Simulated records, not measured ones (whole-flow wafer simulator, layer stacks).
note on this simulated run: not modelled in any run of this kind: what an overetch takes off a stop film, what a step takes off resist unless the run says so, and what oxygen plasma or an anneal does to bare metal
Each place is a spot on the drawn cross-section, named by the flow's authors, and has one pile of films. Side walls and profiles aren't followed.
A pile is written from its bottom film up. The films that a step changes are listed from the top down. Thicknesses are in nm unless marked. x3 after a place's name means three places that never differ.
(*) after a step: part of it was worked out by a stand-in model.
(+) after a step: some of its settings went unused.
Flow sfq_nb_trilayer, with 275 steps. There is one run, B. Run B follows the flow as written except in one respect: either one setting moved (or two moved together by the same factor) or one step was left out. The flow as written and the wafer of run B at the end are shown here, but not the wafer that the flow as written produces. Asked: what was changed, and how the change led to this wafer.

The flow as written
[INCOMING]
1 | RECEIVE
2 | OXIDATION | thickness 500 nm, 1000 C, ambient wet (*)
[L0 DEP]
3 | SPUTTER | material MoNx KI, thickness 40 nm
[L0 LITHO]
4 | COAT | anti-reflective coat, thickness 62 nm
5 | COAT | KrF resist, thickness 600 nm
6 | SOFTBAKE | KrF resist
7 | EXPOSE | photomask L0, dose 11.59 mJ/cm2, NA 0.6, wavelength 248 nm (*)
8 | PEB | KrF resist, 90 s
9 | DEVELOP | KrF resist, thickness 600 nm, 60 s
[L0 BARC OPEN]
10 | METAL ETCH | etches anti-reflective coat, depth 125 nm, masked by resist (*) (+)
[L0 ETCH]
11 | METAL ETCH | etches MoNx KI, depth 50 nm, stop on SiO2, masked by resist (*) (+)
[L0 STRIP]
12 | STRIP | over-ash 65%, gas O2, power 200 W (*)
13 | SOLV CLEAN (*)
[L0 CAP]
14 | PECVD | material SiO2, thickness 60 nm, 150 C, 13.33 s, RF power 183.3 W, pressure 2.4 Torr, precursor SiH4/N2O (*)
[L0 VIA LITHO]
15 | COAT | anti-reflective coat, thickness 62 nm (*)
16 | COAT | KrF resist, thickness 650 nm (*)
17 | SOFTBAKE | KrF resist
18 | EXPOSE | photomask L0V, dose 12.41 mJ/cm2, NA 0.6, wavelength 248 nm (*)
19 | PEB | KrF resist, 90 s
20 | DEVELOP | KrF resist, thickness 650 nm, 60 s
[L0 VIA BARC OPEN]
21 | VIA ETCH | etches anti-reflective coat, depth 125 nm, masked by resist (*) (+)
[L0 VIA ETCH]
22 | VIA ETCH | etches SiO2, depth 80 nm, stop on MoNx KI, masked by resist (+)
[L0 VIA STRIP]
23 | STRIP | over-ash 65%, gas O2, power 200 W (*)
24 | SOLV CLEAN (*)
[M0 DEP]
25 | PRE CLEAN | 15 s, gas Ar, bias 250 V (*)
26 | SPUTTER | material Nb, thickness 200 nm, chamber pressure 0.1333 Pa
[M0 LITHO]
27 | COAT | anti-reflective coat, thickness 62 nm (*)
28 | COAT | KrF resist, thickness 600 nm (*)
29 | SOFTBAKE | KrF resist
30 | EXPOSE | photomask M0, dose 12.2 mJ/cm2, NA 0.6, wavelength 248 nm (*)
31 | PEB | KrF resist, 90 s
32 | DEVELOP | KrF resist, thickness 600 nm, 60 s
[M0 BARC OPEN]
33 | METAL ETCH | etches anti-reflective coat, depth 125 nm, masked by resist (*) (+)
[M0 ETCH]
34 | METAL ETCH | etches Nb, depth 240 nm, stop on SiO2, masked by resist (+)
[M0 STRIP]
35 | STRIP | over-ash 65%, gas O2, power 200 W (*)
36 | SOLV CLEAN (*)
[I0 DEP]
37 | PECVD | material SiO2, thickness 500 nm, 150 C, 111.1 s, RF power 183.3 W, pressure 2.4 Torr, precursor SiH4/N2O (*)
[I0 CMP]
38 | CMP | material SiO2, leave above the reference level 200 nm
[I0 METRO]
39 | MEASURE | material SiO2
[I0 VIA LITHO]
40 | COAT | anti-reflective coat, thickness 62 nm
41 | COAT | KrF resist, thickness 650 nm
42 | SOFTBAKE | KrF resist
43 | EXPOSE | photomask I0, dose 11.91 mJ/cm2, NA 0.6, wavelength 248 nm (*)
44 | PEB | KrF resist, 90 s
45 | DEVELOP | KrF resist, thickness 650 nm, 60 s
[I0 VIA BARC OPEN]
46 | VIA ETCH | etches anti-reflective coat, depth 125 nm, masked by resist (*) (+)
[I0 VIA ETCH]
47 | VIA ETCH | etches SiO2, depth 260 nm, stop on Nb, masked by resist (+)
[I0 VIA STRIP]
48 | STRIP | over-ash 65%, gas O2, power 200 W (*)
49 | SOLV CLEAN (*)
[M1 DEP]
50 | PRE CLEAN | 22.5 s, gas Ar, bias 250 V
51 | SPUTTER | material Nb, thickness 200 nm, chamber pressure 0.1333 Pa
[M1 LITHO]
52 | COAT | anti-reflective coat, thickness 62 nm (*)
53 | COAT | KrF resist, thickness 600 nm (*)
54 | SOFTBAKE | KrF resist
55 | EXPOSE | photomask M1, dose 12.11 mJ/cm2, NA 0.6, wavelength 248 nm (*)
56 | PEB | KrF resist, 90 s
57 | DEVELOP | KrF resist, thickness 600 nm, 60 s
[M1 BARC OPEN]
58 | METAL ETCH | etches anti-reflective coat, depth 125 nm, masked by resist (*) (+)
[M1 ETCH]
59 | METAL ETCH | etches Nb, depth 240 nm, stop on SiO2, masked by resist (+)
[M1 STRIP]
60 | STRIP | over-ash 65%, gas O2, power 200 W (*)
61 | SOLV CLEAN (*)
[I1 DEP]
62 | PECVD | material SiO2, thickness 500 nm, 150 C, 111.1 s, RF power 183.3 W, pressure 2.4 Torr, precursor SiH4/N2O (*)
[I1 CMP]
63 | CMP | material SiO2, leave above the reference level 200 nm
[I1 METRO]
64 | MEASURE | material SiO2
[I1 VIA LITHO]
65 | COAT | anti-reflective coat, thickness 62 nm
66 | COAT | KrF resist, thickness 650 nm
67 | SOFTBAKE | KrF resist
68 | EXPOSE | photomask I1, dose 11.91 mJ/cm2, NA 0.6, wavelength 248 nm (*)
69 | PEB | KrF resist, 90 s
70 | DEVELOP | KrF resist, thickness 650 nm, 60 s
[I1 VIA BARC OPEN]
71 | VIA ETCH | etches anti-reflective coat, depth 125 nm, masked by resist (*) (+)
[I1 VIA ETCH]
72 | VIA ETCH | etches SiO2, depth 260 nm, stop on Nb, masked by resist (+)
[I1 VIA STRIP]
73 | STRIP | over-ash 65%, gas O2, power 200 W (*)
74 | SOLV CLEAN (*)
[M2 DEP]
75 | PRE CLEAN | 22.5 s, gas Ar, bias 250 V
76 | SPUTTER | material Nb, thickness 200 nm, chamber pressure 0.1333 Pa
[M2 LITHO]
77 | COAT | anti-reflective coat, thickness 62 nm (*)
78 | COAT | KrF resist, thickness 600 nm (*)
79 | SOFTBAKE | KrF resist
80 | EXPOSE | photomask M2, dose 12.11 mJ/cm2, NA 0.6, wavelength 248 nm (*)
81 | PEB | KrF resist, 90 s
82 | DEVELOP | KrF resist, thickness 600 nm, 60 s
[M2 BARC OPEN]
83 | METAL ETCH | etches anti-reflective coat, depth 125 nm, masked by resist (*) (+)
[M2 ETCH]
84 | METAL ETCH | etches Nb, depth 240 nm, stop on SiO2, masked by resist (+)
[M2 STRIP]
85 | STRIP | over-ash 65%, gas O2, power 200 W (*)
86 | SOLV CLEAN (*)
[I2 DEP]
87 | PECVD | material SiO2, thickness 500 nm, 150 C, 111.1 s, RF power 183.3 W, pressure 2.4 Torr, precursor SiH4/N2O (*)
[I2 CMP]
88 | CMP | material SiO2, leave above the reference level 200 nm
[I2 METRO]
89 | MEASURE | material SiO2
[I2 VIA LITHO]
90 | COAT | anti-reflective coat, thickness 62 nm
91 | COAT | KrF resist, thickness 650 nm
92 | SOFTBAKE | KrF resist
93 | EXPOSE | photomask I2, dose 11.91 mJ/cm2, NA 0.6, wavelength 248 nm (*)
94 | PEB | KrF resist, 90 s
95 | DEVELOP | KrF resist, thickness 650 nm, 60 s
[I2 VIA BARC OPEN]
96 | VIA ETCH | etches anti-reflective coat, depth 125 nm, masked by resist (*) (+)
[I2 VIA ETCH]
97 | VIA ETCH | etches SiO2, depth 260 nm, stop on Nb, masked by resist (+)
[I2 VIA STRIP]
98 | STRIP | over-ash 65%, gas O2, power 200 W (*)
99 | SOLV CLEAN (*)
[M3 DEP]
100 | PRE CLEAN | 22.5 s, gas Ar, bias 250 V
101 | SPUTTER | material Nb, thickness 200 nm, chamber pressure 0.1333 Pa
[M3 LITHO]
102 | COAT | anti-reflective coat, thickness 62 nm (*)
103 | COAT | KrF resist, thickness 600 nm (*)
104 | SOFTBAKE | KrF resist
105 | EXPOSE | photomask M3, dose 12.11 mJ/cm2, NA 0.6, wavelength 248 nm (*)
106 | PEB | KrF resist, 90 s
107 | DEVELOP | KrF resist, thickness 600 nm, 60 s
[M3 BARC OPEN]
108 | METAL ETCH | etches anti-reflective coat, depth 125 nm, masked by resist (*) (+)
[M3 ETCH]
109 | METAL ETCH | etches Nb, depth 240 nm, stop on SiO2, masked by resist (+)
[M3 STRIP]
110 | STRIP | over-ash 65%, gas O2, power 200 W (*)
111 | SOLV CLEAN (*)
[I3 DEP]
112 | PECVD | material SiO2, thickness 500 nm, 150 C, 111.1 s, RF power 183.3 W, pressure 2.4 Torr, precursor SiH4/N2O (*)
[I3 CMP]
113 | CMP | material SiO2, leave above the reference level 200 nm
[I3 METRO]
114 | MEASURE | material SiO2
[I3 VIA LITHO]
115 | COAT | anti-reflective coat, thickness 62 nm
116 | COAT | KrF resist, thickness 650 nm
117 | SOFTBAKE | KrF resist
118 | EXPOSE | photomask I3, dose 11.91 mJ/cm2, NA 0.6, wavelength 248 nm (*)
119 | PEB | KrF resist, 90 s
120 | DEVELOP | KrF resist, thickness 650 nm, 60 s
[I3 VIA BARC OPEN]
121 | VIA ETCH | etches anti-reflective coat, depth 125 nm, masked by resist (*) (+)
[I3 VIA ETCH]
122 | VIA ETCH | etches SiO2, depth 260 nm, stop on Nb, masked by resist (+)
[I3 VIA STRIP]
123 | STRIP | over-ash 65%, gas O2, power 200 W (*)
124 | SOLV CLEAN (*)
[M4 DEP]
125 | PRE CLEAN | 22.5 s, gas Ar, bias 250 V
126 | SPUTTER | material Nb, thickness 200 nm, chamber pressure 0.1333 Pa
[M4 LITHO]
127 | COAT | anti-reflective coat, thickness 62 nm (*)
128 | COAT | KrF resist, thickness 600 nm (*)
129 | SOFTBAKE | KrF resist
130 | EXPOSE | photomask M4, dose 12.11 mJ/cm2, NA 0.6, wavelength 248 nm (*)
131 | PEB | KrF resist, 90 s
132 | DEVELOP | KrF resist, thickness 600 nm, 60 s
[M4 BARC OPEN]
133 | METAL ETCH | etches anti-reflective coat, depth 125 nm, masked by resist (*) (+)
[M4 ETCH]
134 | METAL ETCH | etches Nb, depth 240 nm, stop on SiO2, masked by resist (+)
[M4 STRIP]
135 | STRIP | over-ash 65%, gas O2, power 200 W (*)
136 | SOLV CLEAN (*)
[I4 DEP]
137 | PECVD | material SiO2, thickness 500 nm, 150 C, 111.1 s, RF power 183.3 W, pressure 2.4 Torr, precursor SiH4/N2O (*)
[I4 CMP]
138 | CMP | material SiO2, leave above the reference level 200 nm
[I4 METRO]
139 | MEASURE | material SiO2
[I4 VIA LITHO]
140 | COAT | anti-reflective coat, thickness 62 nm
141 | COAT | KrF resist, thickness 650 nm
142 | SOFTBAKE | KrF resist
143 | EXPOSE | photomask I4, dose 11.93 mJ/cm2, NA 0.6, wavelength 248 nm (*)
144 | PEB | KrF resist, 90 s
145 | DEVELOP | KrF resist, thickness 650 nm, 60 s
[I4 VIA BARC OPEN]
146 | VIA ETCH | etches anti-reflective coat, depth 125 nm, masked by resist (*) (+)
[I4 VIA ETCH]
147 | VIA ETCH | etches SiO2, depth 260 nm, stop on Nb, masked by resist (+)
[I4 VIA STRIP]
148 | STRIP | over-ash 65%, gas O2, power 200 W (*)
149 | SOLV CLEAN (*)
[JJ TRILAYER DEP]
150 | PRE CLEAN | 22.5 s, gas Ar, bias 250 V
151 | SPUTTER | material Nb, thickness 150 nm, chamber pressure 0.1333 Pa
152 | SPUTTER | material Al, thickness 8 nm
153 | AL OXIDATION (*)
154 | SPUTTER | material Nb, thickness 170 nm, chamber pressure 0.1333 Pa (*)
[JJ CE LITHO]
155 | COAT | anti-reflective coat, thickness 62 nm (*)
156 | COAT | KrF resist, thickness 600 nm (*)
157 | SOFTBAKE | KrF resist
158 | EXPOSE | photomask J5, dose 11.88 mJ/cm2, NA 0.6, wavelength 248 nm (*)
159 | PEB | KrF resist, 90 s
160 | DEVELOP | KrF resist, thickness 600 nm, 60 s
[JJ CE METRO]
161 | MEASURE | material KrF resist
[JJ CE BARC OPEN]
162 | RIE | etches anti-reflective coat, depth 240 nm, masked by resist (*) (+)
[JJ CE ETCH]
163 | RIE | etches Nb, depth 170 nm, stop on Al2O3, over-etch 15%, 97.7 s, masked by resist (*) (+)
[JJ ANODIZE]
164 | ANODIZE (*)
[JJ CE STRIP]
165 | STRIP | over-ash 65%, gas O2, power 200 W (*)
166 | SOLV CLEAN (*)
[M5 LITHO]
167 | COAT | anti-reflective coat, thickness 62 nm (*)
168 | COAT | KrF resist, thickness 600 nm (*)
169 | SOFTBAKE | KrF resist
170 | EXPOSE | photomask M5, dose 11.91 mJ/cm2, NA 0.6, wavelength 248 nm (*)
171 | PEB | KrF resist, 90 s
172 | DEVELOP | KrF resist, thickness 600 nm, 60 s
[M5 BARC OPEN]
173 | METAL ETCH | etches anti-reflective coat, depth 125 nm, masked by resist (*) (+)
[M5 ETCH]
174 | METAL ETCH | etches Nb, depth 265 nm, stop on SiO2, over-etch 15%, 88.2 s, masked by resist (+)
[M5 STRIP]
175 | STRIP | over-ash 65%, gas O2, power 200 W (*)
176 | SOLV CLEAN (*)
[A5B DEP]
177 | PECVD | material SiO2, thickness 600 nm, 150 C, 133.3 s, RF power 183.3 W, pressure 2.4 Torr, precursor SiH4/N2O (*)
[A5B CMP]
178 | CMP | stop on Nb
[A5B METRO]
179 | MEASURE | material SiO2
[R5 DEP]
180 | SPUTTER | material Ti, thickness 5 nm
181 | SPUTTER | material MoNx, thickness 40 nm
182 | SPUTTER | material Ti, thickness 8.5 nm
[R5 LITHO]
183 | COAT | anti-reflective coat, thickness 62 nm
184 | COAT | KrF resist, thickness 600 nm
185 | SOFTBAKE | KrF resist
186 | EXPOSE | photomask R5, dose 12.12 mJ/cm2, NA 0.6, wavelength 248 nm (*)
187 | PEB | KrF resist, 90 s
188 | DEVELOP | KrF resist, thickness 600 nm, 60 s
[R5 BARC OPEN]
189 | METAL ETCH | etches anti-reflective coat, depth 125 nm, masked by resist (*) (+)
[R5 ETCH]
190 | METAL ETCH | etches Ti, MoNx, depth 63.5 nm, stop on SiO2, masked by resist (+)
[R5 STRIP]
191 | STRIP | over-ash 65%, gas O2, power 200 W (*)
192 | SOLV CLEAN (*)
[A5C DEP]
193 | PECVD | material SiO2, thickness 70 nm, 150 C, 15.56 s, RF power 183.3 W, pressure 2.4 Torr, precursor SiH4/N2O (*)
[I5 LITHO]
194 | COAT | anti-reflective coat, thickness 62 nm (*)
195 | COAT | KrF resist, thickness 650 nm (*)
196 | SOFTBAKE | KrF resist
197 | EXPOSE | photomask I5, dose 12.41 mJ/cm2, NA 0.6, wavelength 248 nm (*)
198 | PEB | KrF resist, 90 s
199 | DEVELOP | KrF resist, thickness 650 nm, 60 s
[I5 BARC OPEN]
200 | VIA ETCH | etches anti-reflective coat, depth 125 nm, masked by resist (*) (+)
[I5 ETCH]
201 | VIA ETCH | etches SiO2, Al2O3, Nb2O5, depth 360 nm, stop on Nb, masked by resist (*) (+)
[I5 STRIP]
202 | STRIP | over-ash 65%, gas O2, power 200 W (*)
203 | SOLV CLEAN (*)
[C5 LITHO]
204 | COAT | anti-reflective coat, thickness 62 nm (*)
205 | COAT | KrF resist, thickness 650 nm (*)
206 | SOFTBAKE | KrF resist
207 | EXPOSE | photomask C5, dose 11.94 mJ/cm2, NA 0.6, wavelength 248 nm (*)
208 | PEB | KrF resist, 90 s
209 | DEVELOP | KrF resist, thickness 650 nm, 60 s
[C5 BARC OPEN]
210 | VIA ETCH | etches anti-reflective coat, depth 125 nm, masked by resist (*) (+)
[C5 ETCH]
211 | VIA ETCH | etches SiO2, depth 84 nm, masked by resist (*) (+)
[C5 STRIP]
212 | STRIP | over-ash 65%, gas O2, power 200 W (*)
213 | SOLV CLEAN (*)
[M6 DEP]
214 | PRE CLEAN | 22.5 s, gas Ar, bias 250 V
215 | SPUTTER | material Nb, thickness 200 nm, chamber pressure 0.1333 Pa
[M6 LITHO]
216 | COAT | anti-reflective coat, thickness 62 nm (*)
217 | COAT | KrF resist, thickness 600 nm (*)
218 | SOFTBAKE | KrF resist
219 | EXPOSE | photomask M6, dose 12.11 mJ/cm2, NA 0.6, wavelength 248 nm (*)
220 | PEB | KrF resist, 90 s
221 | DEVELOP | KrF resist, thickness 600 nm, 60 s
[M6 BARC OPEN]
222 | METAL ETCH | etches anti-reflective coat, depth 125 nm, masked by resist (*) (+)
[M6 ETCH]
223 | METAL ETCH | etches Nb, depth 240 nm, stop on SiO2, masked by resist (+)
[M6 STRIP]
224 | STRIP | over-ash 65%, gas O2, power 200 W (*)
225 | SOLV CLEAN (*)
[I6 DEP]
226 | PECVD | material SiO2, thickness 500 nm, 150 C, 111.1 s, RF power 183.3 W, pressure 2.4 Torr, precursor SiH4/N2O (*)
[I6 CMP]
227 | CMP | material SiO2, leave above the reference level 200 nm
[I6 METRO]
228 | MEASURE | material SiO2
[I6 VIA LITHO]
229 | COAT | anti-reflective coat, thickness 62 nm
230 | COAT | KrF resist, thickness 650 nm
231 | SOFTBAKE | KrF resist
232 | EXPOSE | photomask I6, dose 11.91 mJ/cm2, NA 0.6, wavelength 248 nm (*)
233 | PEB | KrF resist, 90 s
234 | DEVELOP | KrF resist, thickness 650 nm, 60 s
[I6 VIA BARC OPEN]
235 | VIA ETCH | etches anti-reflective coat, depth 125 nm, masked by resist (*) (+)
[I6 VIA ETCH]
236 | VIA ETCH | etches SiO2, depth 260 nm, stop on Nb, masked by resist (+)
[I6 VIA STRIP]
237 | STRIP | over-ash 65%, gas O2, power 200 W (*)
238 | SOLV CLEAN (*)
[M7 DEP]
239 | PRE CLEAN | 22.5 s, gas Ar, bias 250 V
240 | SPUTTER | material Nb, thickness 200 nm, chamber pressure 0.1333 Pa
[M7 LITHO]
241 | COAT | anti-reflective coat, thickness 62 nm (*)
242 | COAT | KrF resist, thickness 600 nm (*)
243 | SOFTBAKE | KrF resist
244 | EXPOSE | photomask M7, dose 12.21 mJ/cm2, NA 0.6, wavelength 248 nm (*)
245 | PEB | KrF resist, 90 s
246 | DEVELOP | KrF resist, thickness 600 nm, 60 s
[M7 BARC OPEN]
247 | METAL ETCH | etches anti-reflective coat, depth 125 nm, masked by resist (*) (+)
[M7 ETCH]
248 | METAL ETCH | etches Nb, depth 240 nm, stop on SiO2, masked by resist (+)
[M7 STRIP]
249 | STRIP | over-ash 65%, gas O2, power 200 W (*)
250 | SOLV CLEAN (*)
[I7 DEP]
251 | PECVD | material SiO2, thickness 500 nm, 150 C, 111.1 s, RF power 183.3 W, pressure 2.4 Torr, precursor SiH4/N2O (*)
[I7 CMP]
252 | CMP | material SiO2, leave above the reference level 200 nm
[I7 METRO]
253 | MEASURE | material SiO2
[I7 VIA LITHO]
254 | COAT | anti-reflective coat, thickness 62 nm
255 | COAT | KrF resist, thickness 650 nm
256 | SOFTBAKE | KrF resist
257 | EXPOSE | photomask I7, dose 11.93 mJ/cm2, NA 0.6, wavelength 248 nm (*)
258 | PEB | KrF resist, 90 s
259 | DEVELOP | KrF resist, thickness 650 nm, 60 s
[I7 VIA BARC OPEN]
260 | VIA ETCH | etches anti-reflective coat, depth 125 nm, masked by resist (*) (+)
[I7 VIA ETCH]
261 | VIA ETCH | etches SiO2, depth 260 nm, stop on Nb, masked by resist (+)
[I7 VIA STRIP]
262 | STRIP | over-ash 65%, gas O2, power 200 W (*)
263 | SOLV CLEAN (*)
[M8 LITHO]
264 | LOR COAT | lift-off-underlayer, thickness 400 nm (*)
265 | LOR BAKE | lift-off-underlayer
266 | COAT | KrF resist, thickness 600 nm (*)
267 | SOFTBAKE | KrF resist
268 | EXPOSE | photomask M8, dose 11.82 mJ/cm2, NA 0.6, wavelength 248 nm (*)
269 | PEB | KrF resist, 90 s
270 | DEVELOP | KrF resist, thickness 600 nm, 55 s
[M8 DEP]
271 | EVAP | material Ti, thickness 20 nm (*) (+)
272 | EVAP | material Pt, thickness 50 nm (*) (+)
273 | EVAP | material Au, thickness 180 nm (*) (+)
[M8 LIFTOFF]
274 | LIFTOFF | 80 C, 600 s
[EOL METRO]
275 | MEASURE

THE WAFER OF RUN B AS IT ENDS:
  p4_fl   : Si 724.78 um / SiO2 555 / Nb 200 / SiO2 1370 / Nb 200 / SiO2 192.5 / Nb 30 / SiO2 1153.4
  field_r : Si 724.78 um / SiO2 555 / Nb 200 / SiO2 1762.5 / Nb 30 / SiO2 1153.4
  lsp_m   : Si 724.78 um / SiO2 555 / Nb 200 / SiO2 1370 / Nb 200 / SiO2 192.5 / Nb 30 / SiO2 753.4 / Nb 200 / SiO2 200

Cause: step 174, METAL ETCH: depth 132 nm was run, though the flow has depth 265 nm; step 174, METAL ETCH: 44.1 s was run, where the flow has 88.2 s.

How this came from the change, step by step:
  174 | METAL ETCH | etches Nb, depth 265 nm, stop on SiO2, over-etch 15%, 88.2 s, masked by resist (+)
      field_l, r_sur, res and 50 more: -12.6 Al2O3 (all of it), -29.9 Nb2O5 (all of it), -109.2 Nb (as written it would have been: -12.6 Al2O3 (all of it), -29.9 Nb2O5 (all of it), -139.2 Nb (all of it), -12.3 SiO2)
      v_sur, via_wl, via_w and 50 more: -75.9 KrF resist (as written it would have been: -152.4 KrF resist)
  175 | STRIP | over-ash 65%, gas O2, power 200 W (*)
      l0r_line_l, l0r_line_c, l0r_space_c and 27 more: -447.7 KrF resist (all of it), -62 anti-reflective coat (all of it) (as written it would have been: -371.2 KrF resist (all of it), -62 anti-reflective coat (all of it))
      v_sur: -425.6 KrF resist (all of it), -44.9 anti-reflective coat (all of it) (as written it would have been: -349.2 KrF resist (all of it), -44.9 anti-reflective coat (all of it))
      (as well as at 22 more places)
  177 | PECVD | material SiO2, thickness 600 nm, 150 C, 133.3 s, RF power 183.3 W, pressure 2.4 Torr, precursor SiH4/N2O (*)
      field_l, p4_fl, p4_fm and 39 more: +600 SiO2 (new film) (as written it would have been: +600 SiO2)
      r_sur, res, r_end, moat, field_r, lsp_l: +600 SiO2 (new film) (as written it would have been: +592.9 SiO2)
      (as well as at 5 more places)
  178 | CMP | stop on Nb
      field_l, p4_fl, p4_fm and 39 more: -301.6 SiO2 (as written it would have been: -259.3 SiO2)
      r_sur, res, r_end, moat, field_r, lsp_l: -301.6 SiO2 (as written it would have been: -252.3 SiO2)
      (as well as at 5 more places)
Taking metal films that touch as one body, p4_fl has 3 bodies (between them, from the top down: SiO2 192.5; SiO2 1370); the flow as written gives 2 bodies (between them, from the top down: SiO2 1370).
Taking metal films that touch as one body, field_r has 2 bodies (between them, from the top down: SiO2 1762.5); the flow as written gives 1 body.
Taking metal films that touch as one body, lsp_m has 4 bodies (between them, from the top down: SiO2 753.4; SiO2 192.5; SiO2 1370); the flow as written gives 3 bodies (between them, from the top down: SiO2 975.9; SiO2 1370).
